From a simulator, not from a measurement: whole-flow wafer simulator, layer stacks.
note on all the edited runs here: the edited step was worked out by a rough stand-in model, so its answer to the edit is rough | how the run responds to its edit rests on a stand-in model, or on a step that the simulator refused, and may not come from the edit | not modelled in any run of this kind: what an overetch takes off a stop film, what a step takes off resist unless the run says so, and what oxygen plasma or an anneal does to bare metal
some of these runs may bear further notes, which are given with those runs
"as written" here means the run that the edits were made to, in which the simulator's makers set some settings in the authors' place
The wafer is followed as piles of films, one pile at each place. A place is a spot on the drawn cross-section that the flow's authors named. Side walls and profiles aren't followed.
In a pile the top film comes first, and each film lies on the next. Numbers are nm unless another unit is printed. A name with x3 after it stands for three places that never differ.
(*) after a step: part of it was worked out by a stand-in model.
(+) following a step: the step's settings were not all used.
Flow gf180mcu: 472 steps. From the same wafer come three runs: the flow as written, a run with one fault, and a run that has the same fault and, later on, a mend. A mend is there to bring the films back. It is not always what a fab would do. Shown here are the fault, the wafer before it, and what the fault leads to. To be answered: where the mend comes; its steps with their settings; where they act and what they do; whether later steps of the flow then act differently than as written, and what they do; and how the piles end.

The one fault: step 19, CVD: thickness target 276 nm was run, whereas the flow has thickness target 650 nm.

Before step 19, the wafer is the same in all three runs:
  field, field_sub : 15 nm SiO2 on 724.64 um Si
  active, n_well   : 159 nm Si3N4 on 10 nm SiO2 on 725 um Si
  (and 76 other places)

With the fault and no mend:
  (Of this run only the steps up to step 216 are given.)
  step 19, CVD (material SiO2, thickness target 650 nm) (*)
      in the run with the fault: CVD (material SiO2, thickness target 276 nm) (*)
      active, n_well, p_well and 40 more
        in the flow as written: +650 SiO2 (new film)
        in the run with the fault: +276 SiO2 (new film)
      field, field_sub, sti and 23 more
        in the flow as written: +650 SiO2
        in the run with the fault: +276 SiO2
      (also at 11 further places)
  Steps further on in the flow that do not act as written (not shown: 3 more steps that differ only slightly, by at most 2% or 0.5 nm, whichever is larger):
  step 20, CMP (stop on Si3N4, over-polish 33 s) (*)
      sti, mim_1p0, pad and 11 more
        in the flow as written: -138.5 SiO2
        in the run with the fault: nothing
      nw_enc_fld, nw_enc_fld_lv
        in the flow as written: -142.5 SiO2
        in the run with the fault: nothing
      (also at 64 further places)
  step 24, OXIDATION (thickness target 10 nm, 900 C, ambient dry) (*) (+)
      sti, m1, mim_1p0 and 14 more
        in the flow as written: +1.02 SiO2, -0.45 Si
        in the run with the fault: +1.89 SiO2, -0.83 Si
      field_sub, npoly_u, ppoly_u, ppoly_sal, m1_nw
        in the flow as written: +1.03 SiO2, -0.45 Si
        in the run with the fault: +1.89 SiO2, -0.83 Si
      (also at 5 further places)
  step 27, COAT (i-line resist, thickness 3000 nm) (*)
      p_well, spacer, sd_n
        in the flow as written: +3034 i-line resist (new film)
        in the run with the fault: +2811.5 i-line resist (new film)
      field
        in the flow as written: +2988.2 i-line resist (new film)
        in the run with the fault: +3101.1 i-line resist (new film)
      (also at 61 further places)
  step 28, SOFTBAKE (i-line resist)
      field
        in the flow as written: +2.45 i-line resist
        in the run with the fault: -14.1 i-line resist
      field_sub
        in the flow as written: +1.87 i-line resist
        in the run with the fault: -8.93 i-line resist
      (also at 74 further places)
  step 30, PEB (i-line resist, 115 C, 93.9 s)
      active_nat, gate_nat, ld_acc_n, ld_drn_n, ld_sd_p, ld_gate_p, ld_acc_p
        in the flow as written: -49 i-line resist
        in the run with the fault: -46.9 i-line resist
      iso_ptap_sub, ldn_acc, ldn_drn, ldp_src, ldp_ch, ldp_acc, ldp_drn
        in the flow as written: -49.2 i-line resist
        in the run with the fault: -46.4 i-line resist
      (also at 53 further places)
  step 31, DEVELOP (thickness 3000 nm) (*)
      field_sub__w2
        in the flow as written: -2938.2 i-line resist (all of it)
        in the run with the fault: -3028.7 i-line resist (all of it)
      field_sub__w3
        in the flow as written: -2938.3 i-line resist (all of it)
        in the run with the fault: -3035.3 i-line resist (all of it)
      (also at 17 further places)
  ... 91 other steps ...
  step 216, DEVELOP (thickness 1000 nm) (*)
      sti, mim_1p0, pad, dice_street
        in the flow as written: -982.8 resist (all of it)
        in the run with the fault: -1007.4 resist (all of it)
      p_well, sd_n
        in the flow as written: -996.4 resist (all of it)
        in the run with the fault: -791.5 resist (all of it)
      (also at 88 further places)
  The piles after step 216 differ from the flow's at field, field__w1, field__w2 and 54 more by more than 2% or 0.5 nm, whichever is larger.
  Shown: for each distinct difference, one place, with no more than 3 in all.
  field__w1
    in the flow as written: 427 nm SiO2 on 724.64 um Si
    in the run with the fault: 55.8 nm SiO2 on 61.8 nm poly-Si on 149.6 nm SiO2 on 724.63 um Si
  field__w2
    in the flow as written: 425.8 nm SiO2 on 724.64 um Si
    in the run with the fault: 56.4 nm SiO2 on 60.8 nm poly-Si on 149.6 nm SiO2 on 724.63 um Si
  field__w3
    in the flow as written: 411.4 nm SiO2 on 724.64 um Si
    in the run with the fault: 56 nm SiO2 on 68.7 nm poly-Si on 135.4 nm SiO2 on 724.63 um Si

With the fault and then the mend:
  The mend stands after step 19.
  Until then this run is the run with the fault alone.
  step 19a, CVD (material SiO2, thickness target 374 nm) (*) (a further turn of the flow's step 19, with different settings)
      field, field_sub, active and 76 more
        +374 SiO2
      m1
        +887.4 SiO2
  Later steps of the flow that are run all act as written at every place that is followed, up to a difference of at most 2% or 0.5 nm, whichever is larger.
  At the end the piles are close to the flow's at the places that both follow, differing by at most 2% or 0.5 nm, whichever is larger.
